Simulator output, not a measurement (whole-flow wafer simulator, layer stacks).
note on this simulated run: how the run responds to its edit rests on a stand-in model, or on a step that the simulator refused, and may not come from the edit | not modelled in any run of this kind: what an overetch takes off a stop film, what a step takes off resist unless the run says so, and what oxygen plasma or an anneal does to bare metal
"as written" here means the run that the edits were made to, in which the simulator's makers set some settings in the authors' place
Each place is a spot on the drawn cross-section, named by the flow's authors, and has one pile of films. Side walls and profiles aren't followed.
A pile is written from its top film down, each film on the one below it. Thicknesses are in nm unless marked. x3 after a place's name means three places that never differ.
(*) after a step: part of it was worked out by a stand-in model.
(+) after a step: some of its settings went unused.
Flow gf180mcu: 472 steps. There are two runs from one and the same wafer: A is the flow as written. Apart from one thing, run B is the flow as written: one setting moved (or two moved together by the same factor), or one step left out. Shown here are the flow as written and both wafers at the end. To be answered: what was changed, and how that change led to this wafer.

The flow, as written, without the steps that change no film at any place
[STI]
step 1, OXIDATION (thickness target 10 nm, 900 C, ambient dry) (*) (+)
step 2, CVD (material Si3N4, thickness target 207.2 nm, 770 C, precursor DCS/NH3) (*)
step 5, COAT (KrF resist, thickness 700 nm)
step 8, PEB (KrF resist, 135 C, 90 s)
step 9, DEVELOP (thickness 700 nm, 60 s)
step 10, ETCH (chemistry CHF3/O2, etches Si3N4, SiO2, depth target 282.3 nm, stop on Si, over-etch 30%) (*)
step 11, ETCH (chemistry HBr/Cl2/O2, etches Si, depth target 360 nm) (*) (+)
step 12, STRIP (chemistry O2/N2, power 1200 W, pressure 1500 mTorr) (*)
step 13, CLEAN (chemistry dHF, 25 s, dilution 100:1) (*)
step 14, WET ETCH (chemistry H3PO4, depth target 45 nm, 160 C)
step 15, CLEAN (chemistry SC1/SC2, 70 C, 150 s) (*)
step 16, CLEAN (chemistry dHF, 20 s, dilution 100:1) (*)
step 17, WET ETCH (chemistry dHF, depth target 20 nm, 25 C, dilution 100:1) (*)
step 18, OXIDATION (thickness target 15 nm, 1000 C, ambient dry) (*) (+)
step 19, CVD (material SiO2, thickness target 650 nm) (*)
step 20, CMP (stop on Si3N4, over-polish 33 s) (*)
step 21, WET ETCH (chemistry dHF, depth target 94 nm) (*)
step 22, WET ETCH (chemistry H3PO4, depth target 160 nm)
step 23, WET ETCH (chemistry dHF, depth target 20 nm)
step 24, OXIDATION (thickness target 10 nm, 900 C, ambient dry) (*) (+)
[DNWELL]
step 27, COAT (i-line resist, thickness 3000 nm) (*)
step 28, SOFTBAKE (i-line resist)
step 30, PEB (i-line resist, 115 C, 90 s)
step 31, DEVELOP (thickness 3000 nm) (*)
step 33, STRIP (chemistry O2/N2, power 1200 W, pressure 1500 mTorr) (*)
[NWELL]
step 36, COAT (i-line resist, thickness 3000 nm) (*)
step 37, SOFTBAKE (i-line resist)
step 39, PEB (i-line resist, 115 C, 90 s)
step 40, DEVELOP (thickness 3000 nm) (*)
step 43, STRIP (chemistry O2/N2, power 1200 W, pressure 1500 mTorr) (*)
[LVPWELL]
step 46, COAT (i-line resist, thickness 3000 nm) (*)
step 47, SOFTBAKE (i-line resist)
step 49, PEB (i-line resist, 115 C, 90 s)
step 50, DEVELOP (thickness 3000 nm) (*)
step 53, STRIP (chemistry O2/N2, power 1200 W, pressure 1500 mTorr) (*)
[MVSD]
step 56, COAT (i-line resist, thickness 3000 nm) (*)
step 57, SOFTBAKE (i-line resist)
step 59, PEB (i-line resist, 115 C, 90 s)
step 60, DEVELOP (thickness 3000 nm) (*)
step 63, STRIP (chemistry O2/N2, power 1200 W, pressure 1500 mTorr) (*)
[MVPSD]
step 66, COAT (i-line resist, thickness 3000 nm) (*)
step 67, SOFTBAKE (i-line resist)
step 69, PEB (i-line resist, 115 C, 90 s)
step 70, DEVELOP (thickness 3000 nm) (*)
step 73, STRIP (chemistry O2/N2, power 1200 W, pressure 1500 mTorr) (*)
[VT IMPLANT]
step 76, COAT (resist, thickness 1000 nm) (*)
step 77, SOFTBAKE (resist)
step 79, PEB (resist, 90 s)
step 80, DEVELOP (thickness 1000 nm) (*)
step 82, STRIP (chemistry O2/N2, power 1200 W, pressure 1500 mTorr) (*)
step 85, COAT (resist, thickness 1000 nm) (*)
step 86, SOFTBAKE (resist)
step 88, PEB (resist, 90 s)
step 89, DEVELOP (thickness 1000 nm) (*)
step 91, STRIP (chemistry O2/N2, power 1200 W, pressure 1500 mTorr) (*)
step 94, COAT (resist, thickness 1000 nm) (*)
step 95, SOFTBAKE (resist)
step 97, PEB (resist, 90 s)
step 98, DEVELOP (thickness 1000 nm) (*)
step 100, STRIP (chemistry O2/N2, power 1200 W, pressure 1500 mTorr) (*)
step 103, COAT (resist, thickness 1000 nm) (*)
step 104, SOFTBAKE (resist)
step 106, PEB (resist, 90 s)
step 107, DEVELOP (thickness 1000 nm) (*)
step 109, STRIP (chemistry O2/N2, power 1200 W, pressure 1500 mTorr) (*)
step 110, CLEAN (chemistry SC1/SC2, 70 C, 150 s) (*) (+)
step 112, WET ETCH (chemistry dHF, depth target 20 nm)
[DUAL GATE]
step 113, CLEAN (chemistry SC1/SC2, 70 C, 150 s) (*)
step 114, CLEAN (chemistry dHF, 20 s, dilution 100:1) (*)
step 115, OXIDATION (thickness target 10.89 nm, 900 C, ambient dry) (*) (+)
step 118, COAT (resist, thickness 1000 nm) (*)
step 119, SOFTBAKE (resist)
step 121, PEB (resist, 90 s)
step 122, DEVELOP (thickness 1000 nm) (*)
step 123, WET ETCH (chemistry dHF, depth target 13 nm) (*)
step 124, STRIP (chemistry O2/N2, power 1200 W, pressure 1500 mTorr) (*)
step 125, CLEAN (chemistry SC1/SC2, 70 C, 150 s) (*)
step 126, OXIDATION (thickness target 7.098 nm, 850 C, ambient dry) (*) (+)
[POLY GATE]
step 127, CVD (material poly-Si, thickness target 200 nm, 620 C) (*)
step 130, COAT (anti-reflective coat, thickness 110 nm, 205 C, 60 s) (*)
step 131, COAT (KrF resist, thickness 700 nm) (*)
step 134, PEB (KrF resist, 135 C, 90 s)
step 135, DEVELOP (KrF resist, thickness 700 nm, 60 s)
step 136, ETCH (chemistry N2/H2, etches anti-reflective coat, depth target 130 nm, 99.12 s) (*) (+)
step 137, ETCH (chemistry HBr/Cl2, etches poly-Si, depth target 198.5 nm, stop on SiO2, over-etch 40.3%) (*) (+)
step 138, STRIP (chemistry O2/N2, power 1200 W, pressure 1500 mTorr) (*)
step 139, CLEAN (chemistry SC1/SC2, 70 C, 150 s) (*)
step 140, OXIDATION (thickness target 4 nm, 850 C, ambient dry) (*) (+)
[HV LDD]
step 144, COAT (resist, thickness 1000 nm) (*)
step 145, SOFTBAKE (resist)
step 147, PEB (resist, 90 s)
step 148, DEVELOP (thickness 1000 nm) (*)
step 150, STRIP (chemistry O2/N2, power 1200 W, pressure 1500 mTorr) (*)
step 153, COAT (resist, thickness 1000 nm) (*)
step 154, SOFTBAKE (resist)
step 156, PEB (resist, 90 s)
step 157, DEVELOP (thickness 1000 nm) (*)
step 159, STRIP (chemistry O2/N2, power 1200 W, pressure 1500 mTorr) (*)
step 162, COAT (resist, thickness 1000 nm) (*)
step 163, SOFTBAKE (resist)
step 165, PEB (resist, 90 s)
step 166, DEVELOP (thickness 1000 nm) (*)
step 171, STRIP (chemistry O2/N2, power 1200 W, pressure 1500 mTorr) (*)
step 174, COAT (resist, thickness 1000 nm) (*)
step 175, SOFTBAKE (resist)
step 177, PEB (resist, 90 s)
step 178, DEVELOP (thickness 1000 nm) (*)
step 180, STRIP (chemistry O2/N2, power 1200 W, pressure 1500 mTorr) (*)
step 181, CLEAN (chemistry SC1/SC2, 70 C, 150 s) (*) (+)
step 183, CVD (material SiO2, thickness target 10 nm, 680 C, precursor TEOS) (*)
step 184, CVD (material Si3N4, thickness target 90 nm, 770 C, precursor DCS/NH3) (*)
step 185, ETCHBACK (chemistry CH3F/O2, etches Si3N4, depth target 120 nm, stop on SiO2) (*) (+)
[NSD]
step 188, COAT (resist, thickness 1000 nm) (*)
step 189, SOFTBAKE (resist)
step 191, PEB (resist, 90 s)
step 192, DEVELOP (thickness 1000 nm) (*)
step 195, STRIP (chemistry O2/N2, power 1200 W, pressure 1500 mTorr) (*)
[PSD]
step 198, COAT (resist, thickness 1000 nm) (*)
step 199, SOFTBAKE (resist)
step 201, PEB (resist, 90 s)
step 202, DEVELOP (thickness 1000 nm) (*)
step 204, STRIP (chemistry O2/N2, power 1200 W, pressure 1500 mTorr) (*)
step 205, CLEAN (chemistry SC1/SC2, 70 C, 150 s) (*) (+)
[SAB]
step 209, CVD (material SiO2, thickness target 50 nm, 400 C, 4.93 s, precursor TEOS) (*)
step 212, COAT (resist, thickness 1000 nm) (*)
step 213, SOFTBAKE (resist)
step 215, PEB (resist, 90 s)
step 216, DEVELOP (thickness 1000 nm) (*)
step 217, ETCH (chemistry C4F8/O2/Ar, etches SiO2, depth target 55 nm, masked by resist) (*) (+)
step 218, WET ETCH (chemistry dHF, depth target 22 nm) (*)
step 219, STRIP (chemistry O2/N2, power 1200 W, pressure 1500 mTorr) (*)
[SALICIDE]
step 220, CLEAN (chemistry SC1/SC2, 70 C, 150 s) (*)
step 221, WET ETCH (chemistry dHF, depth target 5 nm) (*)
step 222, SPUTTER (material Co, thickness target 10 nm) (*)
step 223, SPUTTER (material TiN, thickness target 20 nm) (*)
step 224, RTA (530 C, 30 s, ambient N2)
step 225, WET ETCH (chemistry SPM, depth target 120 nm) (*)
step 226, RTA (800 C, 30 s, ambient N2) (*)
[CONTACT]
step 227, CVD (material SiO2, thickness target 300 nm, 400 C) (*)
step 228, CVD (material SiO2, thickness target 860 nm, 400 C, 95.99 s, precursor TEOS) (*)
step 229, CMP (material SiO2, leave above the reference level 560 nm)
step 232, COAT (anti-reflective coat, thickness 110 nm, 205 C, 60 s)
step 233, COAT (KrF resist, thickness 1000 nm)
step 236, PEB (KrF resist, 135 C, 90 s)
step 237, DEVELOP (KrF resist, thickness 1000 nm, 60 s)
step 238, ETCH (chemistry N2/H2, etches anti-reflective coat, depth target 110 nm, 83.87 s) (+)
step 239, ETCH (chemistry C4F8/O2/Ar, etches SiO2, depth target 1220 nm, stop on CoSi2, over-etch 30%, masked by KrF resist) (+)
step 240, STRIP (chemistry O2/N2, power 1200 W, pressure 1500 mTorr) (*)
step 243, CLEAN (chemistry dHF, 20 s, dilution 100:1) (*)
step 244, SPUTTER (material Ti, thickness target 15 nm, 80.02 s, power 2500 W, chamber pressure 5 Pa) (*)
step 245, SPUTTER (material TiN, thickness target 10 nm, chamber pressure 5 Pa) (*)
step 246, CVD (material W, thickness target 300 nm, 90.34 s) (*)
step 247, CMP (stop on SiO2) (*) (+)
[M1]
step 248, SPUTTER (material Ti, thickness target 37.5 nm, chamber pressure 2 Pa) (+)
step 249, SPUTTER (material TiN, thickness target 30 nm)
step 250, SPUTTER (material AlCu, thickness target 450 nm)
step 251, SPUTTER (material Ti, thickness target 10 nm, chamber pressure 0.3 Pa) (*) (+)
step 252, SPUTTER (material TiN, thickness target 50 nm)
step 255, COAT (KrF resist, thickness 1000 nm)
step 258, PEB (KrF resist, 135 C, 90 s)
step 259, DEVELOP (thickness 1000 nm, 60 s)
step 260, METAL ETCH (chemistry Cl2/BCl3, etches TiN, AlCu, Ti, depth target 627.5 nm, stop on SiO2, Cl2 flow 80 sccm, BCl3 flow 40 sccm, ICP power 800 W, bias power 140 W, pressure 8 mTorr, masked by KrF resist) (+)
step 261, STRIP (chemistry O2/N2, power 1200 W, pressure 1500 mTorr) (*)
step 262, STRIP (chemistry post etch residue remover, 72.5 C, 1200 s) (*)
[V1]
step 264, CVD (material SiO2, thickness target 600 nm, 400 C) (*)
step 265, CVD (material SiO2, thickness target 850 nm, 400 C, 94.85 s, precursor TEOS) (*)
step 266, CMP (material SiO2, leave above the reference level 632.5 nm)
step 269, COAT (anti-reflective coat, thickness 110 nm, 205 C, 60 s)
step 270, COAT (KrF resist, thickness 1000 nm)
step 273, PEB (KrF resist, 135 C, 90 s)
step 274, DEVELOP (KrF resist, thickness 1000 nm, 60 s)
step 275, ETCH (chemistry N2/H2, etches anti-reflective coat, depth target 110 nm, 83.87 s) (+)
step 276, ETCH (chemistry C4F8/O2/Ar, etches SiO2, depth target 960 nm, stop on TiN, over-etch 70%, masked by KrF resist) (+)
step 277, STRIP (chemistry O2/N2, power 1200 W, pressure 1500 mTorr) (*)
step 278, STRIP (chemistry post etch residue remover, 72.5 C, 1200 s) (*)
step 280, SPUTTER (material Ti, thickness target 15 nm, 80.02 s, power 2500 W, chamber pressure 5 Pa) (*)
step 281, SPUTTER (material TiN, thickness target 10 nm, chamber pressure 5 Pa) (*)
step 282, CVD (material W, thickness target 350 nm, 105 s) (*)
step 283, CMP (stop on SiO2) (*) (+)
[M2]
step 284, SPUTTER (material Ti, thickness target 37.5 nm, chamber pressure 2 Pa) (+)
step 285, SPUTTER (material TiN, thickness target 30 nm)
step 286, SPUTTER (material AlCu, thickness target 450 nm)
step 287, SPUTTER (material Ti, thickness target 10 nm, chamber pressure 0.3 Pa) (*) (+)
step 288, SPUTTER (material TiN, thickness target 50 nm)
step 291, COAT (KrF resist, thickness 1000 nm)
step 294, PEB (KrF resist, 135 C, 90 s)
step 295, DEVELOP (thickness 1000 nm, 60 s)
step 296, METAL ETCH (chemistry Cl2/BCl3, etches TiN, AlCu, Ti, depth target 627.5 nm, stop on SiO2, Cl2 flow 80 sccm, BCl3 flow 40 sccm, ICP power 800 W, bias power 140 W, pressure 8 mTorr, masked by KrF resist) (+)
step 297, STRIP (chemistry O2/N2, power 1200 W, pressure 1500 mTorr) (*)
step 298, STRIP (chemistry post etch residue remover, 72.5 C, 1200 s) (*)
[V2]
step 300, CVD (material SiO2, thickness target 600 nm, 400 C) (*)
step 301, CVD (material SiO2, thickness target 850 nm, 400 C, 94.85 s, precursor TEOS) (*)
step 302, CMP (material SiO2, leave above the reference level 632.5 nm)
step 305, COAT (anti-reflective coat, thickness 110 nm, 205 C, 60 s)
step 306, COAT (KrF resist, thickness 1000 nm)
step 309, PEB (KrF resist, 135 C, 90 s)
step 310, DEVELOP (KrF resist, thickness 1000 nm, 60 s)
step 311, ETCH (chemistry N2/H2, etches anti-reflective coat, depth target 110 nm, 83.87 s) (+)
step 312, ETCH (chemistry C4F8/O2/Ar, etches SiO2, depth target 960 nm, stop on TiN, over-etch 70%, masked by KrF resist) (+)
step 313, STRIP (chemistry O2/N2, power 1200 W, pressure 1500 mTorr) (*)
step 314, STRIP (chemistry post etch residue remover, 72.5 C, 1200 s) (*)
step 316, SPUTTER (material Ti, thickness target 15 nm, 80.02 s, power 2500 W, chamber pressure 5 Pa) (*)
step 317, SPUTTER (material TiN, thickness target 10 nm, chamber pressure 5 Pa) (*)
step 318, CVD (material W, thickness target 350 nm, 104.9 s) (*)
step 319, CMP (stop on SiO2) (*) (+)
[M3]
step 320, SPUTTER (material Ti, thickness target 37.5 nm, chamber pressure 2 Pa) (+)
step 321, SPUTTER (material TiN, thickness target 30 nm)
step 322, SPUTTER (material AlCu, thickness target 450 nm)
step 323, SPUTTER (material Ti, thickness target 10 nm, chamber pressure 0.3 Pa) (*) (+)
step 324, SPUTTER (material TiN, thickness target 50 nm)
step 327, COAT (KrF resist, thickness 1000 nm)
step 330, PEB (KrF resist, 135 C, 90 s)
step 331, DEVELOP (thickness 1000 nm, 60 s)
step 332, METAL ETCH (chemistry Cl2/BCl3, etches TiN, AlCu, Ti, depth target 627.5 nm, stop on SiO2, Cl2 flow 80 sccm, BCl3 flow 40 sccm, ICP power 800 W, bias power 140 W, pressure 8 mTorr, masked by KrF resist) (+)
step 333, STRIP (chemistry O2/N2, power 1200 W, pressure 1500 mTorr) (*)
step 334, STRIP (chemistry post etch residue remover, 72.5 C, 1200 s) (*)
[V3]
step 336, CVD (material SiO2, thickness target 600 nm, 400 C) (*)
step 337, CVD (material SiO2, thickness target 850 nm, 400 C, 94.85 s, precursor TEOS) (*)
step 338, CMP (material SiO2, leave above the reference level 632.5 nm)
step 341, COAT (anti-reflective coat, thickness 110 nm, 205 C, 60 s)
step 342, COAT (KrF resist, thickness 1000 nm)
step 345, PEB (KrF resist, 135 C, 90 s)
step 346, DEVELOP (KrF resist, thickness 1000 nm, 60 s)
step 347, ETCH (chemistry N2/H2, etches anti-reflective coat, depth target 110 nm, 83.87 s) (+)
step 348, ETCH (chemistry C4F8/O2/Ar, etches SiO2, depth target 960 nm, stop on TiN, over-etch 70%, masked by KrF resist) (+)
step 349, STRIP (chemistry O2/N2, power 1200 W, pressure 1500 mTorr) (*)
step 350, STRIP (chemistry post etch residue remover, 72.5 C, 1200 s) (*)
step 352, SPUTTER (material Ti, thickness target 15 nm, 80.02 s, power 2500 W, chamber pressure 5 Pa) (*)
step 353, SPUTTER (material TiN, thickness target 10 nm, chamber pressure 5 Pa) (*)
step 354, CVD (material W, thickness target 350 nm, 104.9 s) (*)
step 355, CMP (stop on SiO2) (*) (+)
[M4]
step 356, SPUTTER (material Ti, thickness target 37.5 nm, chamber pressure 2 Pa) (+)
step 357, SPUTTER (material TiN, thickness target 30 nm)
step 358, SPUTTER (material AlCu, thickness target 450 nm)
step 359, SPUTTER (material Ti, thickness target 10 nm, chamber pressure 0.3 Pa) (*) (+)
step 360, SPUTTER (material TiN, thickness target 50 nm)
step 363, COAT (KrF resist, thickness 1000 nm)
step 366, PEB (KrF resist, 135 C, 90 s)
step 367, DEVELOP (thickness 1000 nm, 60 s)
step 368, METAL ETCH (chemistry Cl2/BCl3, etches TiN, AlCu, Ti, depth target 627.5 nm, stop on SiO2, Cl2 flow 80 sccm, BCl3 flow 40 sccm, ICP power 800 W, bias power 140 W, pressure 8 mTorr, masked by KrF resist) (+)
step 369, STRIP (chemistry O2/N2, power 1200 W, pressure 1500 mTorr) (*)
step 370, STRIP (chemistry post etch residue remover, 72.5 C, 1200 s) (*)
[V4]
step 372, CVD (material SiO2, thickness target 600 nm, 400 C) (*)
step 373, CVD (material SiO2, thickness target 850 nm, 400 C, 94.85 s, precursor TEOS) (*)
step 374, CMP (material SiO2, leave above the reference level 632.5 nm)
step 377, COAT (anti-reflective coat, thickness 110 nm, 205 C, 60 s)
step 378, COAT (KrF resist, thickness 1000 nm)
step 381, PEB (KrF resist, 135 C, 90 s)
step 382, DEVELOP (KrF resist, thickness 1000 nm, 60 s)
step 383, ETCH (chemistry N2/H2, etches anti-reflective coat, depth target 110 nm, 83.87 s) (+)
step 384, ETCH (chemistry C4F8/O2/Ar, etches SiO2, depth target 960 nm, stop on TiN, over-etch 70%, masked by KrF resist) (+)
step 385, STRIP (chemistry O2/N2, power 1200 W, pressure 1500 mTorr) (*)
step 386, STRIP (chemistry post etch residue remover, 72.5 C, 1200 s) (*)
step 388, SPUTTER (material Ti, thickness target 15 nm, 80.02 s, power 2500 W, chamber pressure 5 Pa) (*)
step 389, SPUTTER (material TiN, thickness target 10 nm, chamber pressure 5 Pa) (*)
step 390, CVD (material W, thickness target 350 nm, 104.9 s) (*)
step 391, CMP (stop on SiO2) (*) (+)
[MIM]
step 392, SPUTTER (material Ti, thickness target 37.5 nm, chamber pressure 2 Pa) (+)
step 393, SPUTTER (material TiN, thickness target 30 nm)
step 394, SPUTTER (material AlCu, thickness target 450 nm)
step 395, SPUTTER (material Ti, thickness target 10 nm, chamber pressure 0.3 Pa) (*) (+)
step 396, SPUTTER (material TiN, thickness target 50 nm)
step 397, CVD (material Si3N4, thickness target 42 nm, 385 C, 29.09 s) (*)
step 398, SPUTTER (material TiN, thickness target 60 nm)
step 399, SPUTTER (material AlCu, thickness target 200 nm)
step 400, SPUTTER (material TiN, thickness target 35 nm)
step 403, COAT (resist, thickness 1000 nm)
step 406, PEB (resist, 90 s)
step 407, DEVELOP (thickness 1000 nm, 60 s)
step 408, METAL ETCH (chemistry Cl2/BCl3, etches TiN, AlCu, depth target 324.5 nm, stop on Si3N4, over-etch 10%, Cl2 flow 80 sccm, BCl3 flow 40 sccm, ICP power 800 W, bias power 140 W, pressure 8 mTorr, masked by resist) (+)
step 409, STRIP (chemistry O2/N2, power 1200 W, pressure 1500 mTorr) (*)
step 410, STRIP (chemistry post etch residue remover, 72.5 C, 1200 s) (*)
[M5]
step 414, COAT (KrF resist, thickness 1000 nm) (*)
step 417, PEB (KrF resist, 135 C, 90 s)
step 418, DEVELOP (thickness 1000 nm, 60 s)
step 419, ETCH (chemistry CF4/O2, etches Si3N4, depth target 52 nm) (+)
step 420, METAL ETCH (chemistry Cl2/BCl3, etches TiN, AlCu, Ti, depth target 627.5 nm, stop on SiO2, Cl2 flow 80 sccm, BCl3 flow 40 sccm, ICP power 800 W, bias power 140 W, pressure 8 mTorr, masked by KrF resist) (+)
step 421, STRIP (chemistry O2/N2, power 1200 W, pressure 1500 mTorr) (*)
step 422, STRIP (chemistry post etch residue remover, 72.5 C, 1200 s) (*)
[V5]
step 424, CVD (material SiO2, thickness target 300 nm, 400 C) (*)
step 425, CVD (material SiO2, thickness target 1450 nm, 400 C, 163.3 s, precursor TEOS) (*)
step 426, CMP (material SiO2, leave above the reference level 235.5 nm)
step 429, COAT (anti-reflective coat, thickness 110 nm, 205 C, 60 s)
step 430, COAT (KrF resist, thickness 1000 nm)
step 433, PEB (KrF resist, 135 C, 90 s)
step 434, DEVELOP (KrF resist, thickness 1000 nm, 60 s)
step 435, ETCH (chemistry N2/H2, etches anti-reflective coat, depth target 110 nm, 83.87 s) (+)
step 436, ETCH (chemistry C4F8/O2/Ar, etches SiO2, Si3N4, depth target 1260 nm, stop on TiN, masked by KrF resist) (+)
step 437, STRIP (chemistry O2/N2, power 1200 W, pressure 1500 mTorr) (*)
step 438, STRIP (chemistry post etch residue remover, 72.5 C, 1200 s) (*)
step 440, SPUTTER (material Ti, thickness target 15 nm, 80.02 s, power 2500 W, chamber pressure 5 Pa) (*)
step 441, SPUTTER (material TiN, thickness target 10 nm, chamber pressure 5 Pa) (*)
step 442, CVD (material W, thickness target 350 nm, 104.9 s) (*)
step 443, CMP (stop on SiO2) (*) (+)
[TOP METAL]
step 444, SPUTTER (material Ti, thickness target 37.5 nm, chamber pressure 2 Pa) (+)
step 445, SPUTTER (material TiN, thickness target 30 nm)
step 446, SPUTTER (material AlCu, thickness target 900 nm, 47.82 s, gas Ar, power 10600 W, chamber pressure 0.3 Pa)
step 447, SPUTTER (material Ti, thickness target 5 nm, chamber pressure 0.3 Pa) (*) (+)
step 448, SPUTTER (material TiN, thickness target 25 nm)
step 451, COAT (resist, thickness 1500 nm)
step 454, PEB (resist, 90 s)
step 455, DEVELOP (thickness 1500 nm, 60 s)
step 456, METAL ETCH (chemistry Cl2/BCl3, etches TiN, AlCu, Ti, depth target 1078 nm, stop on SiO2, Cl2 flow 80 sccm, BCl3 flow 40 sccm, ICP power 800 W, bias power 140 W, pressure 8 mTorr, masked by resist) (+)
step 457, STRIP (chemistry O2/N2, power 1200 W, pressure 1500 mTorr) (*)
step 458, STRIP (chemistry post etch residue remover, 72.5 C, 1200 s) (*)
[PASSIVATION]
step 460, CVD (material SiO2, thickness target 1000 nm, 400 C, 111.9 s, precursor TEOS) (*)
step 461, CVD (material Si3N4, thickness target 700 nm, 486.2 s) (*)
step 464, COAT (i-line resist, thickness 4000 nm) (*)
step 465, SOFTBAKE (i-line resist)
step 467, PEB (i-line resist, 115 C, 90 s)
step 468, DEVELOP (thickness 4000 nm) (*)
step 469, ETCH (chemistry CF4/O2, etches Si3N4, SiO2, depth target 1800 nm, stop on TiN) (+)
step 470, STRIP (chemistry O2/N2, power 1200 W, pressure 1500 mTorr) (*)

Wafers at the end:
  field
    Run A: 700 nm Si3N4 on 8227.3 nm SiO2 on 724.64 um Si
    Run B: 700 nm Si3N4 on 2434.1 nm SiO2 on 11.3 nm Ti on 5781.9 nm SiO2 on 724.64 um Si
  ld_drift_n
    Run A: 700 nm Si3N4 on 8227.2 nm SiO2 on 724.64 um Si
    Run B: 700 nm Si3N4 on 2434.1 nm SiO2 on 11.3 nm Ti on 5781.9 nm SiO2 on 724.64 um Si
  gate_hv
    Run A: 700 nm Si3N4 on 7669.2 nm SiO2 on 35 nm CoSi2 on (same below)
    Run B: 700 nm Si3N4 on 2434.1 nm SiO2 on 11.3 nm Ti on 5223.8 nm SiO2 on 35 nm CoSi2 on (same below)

Cause: step 420, METAL ETCH: depth target 564.8 nm was run, while the flow as written has depth target 627.5 nm.

Step by step, how the change led to this:
  step 420, METAL ETCH (chemistry Cl2/BCl3, etches TiN, AlCu, Ti, depth target 627.5 nm, stop on SiO2, Cl2 flow 80 sccm, BCl3 flow 40 sccm, ICP power 800 W, bias power 140 W, pressure 8 mTorr, masked by KrF resist) (+)
      field, field__w1, field__w2 and 101 more: A -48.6 TiN (all of it), -10 Ti (all of it), -450 AlCu (all of it), -30 TiN (all of it), -37.5 Ti (all of it) | B -48.6 TiN (all of it), -10 Ti (all of it), -450 AlCu (all of it), -30 TiN (all of it), -26.2 Ti
      field__w4, field__w8, contact, m1, m1__w1, mim, mim_1p0, m1_nw: A -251 KrF resist | B -225.9 KrF resist
  step 421, STRIP (chemistry O2/N2, power 1200 W, pressure 1500 mTorr) (*)
      field__w8, m1__w1: A -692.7 KrF resist (all of it) | B -717.8 KrF resist (all of it)
      contact, m1: A -693.2 KrF resist (all of it) | B -718.2 KrF resist (all of it)
      (as well as at 4 more places)
  step 424, CVD (material SiO2, thickness target 300 nm, 400 C) (*)
      field, field__w1, field__w2 and 101 more: A +300 SiO2 | B +300 SiO2 (new film)
  step 426, CMP (material SiO2, leave above the reference level 235.5 nm)
      field, field__w1, field__w5 and 92 more: A -300.8 SiO2 | B -312.1 SiO2
      field__w2, field__w3, field__w12 and 6 more: A -272.7 SiO2 | B -284.4 SiO2
With metal films that touch counted as one body, field has 1 body; the flow as written gives 0 bodies.
With metal films that touch counted as one body, ld_drift_n has 1 body; the flow as written gives 0 bodies.
With metal films that touch counted as one body, gate_hv has 2 bodies (between them, from the top down: SiO2 5223.8); the flow as written gives 1 body.
